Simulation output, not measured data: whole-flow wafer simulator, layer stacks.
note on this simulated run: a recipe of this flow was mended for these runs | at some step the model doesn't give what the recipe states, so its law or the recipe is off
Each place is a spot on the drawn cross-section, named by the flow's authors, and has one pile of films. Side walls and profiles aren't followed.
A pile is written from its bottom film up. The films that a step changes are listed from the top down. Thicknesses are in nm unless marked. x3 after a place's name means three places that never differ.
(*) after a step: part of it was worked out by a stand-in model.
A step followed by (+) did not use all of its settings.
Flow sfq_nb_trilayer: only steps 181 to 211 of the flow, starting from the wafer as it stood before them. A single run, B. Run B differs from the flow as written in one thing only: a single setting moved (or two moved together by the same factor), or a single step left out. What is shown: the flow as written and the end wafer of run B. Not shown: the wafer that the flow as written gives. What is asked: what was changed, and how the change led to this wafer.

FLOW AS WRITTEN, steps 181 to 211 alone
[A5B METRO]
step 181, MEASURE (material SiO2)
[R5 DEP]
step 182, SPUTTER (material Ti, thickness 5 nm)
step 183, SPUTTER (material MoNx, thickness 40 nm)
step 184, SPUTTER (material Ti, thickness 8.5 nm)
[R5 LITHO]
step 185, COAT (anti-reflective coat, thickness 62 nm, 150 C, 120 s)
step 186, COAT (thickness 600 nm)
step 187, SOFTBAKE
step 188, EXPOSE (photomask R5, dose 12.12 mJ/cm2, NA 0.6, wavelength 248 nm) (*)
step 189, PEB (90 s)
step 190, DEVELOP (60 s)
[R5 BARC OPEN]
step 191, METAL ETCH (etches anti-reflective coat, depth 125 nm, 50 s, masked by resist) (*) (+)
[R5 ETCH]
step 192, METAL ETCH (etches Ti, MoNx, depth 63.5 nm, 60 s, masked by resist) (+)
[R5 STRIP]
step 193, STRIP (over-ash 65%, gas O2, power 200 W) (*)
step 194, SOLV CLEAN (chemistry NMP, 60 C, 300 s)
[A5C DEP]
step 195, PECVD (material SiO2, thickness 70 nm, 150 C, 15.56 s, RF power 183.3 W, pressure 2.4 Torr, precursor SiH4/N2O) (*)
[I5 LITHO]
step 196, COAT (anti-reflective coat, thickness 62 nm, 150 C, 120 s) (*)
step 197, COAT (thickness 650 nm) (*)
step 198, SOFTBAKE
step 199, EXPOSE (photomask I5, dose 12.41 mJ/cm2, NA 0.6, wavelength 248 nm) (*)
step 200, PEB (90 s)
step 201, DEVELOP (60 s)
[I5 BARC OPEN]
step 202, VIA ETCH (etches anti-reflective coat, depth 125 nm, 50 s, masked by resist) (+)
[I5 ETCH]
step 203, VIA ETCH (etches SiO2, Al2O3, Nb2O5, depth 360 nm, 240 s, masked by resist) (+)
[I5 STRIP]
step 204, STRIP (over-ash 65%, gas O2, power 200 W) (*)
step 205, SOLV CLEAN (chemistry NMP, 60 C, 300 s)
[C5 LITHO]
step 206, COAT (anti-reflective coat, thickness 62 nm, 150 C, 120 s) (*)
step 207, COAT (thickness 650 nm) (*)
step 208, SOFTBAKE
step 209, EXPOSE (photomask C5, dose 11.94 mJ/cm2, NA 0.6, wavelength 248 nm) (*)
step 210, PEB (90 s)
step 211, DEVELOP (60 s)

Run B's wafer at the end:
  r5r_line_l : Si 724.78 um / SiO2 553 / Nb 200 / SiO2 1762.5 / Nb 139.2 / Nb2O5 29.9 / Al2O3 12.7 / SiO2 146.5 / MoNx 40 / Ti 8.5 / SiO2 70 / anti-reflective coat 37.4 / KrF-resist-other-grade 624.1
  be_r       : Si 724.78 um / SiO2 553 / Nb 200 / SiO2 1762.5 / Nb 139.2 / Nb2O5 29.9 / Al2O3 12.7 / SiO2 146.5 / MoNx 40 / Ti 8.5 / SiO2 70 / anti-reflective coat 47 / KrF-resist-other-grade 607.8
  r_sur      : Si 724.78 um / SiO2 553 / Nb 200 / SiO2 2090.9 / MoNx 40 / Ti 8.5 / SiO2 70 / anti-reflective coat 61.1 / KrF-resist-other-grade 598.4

What caused this: step 182, SPUTTER: material Ti, thickness 5 nm, was not run.

Step by step, how the change led to this:
  step 192, METAL ETCH (etches Ti, MoNx, depth 63.5 nm, 60 s, masked by resist) (+)
      field_l, v_sur, via_wl and 92 more: Ti loses 8.5 (all of it), MoNx loses 40 (all of it), SiO2 loses 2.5 (as written it would have been: Ti loses 8.5 (all of it), MoNx loses 40 (all of it), Ti loses 5 (all of it), SiO2 loses 1.67)
      ce_l, c5j, ce_r, wl_jj: Ti loses 8.5 (all of it), MoNx loses 40 (all of it), Nb loses 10 (as written it would have been: Ti loses 8.5 (all of it), MoNx loses 40 (all of it), Ti loses 5 (all of it), Nb loses 6.67)
  step 196, COAT (anti-reflective coat, thickness 62 nm, 150 C, 120 s) (*)
      r5r_line_l, r5r_line_c, r5r_line_r: anti-reflective coat gains 37.4 (new film) (as written it would have been: anti-reflective coat gains 35.5 (new film))
      r5r_spacepad_l, r5r_spacepad_r: anti-reflective coat gains 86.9 (new film) (as written it would have been: anti-reflective coat gains 89.1 (new film))
      (as well as at 5 more places)
  step 204, STRIP (over-ash 65%, gas O2, power 200 W) (*)
      r5r_line_l, r5r_line_c, r5r_line_r: KrF-resist-other-grade loses 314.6 (all of it), anti-reflective coat loses 37.4 (all of it) (as written it would have been: KrF-resist-other-grade loses 314.5 (all of it), anti-reflective coat loses 35.5 (all of it))
      r5r_spacepad_l, r5r_spacepad_r: KrF-resist-other-grade loses 316.1 (all of it), anti-reflective coat loses 86.9 (all of it) (as written it would have been: KrF-resist-other-grade loses 316.1 (all of it), anti-reflective coat loses 89.1 (all of it))
      (as well as at 5 more places)
  step 206, COAT (anti-reflective coat, thickness 62 nm, 150 C, 120 s) (*)
      r5r_line_l, r5r_line_c, r5r_line_r: anti-reflective coat gains 37.4 (new film) (as written it would have been: anti-reflective coat gains 35.5 (new film))
      r5r_spacepad_l, r5r_spacepad_r: anti-reflective coat gains 86.9 (new film) (as written it would have been: anti-reflective coat gains 89.1 (new film))
      (as well as at 5 more places)
